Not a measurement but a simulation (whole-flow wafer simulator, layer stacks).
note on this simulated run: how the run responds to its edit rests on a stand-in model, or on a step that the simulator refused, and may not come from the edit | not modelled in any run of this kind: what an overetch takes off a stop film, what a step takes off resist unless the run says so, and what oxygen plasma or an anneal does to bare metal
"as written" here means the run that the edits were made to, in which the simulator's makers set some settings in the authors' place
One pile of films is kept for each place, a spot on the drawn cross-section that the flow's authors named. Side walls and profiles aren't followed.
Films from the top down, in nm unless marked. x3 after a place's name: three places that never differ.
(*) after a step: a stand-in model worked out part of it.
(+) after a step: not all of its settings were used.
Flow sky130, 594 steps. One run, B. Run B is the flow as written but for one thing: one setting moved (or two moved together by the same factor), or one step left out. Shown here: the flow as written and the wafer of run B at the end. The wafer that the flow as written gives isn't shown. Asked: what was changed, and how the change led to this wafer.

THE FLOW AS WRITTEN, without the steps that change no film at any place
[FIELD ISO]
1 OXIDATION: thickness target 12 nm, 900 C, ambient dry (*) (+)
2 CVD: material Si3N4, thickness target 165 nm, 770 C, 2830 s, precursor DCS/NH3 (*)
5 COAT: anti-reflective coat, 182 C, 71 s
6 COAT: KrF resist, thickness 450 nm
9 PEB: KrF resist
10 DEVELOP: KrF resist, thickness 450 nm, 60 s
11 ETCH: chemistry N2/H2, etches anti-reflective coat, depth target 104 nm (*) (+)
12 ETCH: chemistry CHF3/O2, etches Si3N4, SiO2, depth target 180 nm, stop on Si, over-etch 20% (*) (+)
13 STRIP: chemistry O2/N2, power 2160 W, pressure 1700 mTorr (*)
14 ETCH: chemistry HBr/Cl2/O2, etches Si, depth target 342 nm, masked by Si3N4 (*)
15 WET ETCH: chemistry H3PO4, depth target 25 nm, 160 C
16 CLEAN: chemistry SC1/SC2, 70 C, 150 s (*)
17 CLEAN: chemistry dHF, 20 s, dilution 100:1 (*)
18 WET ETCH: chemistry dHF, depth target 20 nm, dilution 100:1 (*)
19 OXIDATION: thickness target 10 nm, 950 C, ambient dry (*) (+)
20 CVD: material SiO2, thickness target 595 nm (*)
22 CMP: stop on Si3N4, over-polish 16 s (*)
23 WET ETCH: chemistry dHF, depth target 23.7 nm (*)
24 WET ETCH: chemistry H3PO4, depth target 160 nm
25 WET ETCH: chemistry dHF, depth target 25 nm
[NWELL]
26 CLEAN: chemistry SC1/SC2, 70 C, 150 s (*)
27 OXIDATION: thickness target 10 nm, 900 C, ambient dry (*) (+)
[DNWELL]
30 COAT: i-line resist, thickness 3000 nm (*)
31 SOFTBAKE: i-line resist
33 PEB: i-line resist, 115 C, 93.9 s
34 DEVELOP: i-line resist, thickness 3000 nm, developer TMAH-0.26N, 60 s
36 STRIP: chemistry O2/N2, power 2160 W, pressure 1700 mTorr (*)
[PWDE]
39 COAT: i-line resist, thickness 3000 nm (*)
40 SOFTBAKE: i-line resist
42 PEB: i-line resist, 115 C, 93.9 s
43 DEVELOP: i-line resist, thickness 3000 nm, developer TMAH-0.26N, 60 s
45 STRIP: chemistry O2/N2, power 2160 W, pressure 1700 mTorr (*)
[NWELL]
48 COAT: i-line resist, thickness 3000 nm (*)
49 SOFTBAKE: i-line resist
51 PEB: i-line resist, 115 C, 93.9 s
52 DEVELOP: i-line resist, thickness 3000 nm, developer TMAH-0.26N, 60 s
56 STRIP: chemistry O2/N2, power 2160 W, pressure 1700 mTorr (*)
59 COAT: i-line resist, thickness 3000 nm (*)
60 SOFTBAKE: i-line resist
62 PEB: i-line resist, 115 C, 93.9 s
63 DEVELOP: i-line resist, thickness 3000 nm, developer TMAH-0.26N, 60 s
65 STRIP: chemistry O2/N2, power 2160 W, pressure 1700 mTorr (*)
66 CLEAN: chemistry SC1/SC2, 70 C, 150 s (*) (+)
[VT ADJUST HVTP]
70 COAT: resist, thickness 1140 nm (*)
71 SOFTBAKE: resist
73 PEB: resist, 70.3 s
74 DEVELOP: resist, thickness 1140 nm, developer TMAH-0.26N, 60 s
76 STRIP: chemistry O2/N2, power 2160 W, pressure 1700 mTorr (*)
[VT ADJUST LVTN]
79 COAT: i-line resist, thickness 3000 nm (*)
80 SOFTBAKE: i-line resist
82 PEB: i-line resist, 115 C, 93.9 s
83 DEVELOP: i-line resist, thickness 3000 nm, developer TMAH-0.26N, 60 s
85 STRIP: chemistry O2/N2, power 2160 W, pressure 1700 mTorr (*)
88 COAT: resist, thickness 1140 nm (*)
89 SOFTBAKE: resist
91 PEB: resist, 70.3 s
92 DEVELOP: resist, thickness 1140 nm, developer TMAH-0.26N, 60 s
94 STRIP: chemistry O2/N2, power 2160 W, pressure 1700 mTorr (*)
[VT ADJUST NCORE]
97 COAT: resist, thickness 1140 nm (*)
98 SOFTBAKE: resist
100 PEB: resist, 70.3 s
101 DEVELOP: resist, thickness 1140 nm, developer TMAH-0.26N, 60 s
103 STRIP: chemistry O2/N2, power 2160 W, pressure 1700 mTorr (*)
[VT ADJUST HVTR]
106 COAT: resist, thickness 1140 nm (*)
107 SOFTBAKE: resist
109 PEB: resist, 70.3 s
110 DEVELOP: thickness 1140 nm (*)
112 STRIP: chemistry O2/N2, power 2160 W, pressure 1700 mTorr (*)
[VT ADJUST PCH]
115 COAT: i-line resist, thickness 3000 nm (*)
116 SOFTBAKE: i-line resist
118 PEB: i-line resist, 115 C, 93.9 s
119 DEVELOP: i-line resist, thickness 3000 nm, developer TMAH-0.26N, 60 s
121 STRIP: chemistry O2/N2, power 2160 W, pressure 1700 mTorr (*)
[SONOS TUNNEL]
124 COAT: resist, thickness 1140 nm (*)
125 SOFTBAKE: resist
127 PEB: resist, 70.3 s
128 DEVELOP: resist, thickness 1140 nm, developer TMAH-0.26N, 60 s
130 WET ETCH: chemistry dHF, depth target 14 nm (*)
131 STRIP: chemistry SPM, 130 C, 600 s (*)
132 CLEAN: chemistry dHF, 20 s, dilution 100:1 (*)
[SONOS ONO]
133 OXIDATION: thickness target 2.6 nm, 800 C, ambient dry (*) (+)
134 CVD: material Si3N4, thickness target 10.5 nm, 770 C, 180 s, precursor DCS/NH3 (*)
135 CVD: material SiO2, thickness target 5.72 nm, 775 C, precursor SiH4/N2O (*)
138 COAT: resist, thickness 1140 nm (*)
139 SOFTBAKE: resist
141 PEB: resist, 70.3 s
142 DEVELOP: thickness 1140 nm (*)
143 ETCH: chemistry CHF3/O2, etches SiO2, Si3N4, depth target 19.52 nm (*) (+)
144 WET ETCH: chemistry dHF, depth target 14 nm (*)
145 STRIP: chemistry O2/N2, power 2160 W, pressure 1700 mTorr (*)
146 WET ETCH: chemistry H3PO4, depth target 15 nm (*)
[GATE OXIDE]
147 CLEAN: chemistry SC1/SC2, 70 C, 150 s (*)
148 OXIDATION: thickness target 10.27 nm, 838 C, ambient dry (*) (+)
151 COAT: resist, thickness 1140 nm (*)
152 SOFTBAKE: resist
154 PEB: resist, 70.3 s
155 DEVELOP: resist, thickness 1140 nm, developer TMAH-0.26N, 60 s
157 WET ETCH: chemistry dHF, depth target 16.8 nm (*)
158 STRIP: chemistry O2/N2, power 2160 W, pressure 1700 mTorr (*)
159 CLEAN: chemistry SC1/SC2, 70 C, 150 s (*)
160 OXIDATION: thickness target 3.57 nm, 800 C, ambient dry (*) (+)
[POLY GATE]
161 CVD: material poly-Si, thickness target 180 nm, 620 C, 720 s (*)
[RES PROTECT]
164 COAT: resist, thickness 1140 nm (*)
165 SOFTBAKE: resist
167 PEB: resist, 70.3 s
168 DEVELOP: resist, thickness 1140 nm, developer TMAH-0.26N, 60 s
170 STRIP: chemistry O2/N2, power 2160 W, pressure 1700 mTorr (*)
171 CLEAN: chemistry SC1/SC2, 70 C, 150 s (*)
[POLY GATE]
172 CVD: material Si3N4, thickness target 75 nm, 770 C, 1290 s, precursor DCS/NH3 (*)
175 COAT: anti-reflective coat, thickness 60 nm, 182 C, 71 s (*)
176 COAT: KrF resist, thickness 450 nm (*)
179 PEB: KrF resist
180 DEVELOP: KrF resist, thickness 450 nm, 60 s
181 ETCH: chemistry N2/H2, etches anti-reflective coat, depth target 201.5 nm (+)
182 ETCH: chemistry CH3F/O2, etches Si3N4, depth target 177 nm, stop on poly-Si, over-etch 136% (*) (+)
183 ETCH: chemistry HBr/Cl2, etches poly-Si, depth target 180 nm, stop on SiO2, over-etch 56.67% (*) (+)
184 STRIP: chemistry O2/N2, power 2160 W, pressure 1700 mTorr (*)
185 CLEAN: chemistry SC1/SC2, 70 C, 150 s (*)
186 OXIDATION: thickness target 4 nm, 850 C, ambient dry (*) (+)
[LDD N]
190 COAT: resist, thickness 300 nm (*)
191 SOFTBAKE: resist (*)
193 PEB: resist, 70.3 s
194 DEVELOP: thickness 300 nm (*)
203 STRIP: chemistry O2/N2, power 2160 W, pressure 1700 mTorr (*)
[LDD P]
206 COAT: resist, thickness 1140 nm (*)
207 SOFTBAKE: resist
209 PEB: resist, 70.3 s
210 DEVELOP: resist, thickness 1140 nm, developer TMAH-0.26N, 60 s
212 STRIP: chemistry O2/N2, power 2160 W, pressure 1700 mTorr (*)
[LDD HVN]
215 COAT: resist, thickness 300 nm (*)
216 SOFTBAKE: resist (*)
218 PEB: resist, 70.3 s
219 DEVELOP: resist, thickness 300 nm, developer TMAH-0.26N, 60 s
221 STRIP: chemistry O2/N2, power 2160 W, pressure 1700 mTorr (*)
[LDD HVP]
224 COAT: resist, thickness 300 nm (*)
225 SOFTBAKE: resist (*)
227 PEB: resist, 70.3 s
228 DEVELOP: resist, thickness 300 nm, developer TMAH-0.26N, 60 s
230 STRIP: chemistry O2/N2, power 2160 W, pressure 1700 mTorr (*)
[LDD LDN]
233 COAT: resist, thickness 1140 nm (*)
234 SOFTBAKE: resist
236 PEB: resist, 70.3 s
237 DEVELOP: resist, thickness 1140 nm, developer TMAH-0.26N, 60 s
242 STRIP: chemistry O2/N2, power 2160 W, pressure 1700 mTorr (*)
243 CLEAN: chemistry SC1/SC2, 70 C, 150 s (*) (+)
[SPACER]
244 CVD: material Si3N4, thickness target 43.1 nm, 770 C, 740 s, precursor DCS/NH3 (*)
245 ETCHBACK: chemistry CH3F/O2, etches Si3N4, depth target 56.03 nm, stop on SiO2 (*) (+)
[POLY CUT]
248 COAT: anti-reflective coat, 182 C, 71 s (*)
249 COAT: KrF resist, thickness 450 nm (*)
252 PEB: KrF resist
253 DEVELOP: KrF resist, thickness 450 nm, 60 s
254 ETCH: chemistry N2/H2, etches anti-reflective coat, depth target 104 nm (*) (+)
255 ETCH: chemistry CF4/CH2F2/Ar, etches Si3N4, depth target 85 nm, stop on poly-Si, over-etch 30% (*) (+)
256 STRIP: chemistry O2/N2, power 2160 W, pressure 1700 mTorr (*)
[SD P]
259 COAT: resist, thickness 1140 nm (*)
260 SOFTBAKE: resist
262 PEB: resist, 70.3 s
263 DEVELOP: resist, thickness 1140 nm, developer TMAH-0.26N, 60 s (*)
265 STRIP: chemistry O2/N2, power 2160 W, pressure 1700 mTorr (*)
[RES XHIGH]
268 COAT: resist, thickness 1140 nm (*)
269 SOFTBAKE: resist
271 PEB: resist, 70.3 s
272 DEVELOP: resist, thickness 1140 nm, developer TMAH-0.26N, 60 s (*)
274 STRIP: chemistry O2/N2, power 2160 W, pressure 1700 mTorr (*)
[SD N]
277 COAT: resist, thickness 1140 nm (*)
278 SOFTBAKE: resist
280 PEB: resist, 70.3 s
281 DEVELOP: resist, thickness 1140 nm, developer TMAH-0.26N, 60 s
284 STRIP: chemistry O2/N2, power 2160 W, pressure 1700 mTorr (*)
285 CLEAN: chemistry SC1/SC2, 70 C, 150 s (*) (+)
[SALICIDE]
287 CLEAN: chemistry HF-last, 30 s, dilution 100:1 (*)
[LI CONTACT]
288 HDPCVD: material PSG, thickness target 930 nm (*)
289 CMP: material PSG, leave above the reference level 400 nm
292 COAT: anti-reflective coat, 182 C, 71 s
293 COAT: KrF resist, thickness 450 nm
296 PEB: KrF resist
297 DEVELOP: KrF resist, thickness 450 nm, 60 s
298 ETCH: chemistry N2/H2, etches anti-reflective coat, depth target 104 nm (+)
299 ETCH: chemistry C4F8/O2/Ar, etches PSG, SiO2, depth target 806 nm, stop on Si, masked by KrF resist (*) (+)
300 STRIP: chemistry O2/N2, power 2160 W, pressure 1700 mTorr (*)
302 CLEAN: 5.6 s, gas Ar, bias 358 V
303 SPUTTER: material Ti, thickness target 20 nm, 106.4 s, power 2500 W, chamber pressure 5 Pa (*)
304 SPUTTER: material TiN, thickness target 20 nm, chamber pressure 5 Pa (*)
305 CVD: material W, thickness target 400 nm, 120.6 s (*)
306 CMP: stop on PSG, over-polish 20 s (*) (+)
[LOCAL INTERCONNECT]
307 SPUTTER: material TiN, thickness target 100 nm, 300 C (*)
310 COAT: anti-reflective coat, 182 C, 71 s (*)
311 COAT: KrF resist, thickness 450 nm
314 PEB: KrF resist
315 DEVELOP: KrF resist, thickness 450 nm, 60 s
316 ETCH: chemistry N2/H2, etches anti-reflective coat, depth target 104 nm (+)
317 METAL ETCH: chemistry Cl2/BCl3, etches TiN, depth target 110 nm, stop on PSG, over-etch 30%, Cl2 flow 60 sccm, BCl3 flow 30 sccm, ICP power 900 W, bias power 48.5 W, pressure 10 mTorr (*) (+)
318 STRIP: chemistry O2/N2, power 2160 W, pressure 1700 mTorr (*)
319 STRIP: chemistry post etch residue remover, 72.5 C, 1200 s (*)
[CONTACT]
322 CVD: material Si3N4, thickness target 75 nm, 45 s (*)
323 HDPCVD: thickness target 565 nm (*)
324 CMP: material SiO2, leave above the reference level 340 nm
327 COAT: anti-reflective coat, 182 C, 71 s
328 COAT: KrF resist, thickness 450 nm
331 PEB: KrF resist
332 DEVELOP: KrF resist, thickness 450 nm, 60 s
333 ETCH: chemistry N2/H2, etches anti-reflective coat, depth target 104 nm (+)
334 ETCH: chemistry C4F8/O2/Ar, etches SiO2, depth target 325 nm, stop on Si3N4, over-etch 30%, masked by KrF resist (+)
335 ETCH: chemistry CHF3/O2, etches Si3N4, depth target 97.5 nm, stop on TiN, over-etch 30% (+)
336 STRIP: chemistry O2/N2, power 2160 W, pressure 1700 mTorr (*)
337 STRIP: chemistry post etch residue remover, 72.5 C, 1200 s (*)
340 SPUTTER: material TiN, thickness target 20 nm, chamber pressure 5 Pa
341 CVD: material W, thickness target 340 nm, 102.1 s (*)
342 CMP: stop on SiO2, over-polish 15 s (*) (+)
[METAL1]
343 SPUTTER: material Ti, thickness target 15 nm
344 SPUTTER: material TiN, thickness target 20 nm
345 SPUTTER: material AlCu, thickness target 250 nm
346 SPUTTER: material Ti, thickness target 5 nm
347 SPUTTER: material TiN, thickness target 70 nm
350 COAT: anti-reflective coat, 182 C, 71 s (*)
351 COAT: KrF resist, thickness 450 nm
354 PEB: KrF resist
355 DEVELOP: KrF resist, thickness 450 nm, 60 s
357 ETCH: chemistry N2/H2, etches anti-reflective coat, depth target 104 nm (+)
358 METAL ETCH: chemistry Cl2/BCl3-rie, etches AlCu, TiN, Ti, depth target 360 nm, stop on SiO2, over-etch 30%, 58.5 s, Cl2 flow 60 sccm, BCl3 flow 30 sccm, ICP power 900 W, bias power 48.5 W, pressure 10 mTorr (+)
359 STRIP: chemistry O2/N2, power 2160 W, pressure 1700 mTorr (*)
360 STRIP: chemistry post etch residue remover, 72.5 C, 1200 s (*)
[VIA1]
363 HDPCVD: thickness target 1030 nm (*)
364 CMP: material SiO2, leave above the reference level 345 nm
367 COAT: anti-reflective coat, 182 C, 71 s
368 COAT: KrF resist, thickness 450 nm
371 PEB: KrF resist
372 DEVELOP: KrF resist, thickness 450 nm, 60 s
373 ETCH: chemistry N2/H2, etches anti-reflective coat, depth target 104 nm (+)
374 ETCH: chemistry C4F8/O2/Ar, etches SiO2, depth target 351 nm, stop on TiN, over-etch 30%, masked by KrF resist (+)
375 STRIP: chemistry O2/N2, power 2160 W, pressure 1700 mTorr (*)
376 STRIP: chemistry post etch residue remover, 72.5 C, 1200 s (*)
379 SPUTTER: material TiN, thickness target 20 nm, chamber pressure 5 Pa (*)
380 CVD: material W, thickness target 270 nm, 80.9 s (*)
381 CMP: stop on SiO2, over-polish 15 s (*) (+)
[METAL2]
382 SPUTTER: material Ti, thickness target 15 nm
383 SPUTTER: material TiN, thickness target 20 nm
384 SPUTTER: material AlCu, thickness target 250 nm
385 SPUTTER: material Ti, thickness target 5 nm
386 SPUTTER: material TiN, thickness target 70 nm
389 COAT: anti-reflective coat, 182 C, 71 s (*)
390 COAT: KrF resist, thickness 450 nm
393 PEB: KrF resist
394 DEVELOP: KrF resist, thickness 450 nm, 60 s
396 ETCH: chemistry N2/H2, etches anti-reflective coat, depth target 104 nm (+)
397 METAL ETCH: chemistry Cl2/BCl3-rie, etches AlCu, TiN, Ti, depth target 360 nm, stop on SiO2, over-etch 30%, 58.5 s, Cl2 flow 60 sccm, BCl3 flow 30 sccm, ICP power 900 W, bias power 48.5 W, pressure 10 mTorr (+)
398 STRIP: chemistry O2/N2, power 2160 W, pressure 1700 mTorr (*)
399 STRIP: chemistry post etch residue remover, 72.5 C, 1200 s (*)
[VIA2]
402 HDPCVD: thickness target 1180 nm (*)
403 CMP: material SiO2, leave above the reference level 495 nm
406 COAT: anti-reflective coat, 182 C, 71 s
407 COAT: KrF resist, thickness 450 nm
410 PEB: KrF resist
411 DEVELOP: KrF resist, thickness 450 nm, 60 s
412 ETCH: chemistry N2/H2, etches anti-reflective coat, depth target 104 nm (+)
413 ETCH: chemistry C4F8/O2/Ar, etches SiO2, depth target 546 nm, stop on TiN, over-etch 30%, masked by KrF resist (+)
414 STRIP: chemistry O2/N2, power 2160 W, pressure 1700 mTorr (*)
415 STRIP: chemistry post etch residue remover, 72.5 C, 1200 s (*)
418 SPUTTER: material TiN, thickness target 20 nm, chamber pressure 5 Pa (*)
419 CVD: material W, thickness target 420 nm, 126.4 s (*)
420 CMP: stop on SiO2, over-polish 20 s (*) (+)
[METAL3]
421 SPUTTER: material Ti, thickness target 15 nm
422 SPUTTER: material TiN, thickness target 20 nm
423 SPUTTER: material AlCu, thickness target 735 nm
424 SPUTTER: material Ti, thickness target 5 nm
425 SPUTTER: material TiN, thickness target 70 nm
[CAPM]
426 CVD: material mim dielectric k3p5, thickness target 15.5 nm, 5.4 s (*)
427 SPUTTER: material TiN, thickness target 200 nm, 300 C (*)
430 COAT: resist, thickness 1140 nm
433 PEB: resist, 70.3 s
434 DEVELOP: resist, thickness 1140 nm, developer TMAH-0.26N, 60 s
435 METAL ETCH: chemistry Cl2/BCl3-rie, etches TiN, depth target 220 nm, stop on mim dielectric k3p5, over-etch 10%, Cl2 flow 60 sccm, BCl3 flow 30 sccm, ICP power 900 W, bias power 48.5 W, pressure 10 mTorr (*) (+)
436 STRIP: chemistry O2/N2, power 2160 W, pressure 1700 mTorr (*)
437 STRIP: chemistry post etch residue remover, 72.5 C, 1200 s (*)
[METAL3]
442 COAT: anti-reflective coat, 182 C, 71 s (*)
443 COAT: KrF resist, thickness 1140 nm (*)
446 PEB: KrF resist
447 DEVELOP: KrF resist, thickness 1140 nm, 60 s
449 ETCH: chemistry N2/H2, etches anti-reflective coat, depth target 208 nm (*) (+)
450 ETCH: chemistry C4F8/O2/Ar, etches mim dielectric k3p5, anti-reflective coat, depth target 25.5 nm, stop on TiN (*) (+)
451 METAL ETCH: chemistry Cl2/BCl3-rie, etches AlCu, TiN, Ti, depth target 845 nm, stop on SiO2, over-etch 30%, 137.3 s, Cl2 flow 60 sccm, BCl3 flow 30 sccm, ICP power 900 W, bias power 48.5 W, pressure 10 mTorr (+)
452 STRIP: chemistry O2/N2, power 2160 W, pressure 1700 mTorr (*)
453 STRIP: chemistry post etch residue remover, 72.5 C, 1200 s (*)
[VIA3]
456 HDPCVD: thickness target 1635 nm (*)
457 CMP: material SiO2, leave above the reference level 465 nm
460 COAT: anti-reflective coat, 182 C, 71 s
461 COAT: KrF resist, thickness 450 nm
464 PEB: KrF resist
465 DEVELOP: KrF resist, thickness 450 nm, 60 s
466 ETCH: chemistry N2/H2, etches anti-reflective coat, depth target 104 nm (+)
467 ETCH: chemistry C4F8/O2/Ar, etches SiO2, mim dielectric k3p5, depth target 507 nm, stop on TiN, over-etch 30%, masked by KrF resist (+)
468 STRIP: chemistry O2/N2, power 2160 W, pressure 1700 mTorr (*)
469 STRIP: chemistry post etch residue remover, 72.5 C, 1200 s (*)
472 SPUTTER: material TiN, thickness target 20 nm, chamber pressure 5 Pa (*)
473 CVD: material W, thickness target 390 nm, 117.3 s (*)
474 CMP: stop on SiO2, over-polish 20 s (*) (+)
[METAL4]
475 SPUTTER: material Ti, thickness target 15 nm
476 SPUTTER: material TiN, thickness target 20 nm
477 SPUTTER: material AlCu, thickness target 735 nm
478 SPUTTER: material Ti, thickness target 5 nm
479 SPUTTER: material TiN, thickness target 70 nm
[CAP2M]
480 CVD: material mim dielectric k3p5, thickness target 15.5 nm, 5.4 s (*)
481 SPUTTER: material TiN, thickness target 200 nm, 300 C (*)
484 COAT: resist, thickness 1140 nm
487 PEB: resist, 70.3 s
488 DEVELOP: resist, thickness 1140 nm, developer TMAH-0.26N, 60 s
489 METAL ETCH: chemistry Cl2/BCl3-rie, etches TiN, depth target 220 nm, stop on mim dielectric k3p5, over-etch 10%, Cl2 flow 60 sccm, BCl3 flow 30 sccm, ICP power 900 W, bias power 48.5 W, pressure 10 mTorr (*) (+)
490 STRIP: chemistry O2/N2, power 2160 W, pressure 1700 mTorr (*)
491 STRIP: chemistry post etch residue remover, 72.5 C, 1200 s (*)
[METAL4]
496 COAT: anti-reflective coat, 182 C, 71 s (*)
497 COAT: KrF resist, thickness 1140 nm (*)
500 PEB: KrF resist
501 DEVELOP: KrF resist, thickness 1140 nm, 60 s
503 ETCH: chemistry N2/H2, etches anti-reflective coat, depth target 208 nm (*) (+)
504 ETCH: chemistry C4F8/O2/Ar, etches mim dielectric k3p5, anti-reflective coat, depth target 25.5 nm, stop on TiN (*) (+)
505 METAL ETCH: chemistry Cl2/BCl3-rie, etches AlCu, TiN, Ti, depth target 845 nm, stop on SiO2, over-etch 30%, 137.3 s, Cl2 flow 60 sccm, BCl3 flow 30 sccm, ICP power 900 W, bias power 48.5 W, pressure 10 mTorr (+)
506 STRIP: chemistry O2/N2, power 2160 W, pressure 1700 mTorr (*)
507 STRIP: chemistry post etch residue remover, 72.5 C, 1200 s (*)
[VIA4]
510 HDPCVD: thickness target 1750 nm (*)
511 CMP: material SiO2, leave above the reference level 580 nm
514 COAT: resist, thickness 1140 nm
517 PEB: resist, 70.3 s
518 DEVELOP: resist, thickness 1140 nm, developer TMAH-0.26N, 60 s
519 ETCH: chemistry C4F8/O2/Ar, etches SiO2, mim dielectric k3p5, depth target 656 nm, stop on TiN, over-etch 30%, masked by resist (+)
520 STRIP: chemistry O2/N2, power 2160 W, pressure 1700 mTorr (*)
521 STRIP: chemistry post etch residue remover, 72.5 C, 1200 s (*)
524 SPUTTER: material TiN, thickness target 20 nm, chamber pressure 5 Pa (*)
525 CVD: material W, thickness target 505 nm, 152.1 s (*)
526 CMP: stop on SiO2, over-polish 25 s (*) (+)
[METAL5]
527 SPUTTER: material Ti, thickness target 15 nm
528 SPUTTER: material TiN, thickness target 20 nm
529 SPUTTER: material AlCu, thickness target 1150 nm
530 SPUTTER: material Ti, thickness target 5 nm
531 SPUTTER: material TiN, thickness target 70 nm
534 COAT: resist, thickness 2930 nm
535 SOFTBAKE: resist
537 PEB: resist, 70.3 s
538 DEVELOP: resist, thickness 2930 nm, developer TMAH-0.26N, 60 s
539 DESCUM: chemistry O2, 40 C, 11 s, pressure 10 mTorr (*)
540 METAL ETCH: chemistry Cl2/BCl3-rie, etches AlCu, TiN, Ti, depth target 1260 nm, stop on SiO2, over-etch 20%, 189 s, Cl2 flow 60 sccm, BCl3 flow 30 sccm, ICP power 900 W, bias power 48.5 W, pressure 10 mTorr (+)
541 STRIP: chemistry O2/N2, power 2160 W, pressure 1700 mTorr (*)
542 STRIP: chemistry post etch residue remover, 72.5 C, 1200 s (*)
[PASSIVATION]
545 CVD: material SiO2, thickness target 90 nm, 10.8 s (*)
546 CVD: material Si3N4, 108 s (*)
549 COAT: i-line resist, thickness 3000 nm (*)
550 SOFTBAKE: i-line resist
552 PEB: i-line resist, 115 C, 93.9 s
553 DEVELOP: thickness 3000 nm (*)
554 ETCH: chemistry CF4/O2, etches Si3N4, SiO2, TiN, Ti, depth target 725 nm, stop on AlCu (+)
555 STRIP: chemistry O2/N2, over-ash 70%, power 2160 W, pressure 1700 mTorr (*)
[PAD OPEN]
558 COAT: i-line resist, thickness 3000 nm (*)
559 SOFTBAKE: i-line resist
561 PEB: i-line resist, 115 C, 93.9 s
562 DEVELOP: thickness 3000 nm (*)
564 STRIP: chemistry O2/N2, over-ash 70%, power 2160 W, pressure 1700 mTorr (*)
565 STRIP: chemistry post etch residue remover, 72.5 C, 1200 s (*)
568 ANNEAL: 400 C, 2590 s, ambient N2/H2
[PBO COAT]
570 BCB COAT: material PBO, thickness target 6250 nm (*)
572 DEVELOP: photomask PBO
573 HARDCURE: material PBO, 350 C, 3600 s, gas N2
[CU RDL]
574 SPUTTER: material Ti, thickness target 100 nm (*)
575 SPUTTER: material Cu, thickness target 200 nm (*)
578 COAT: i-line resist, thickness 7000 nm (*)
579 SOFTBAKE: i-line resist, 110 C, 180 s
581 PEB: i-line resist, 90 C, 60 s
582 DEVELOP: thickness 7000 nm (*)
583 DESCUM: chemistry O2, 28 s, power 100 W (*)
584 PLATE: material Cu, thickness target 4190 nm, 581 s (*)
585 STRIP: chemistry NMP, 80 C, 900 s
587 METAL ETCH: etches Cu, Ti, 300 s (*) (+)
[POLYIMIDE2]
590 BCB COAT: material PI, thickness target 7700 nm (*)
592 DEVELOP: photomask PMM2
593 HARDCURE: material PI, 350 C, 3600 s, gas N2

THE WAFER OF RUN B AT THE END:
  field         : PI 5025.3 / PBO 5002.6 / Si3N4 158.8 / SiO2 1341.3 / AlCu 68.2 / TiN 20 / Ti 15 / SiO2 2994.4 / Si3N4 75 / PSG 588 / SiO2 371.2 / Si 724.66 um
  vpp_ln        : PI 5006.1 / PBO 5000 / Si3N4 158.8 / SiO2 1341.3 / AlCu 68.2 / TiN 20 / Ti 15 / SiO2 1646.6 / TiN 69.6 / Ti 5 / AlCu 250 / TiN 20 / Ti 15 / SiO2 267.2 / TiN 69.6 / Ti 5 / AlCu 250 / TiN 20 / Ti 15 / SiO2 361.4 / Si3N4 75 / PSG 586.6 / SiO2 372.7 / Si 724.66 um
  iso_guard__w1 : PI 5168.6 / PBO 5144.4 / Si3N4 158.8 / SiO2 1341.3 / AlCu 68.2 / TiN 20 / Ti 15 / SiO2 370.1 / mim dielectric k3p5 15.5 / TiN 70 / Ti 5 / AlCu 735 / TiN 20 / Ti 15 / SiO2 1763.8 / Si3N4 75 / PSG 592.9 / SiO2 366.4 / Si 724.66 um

The cause: step 505, METAL ETCH: depth target 566.2 nm was run, where the flow has depth target 845 nm; step 505, METAL ETCH: 92 s was run, where the flow has 137.3 s.

How the change led to this, step by step:
  505 METAL ETCH: chemistry Cl2/BCl3-rie, etches AlCu, TiN, Ti, depth target 845 nm, stop on SiO2, over-etch 30%, 137.3 s, Cl2 flow 60 sccm, BCl3 flow 30 sccm, ICP power 900 W, bias power 48.5 W, pressure 10 mTorr (+)
      field, gate, spacer and 68 more: TiN -70 (all of it), Ti -5 (all of it), AlCu -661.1 (as written it would be: TiN -70 (all of it), Ti -5 (all of it), AlCu -735 (all of it), TiN -20 (all of it), Ti -15 (all of it), SiO2 -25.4)
      active, vpp_iso1, mim_edge_plate and 14 more: TiN -70 (all of it), Ti -5 (all of it), AlCu -661.1 (as written it would be: TiN -70 (all of it), Ti -5 (all of it), AlCu -735 (all of it), TiN -20 (all of it), Ti -15 (all of it), SiO2 -25.3)
      (and at 105 more places)
  506 STRIP: chemistry O2/N2, power 2160 W, pressure 1700 mTorr (*)
      n_well, p_well, gate_hv and 81 more: KrF resist -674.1 (all of it), anti-reflective coat -80 (all of it) (as written it would be: KrF resist -492.9 (all of it), anti-reflective coat -80 (all of it))
      m1, via3_hole: KrF resist -674.2 (all of it), anti-reflective coat -80.5 (all of it) (as written it would be: KrF resist -493 (all of it), anti-reflective coat -80.5 (all of it))
      (and at 19 more places)
  507 STRIP: chemistry post etch residue remover, 72.5 C, 1200 s (*)
      field, active, gate and 85 more: AlCu -5.72 (as written it would be: nothing)
  510 HDPCVD: thickness target 1750 nm (*)
      field, active, gate and 85 more: SiO2 +1750 (new film) (as written it would be: SiO2 +1750)
  511 CMP: material SiO2, leave above the reference level 580 nm
      field, active, gate and 77 more: SiO2 -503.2 (as written it would be: SiO2 -374.7)
      iso_guard__w1, mim_edge_gap, vpp_l1ln, vpp_m3ln, rpm_encl, via2_enc, rpm_encl_psd, iso_guard_nsd_tip: SiO2 -503.2 (as written it would be: SiO2 -374.6)
Counting metal films that touch as one body, field has 1 body; the flow as written gives 0 bodies.
Counting metal films that touch as one body, vpp_ln has 3 bodies (between them, from the top down: SiO2 1646.6; SiO2 267.2); the flow as written gives 2 bodies (between them, from the top down: SiO2 267.2).
Counting metal films that touch as one body, iso_guard__w1 has 2 bodies (between them, from the top down: SiO2 370.1 / mim dielectric k3p5 15.5); the flow as written gives 1 body.
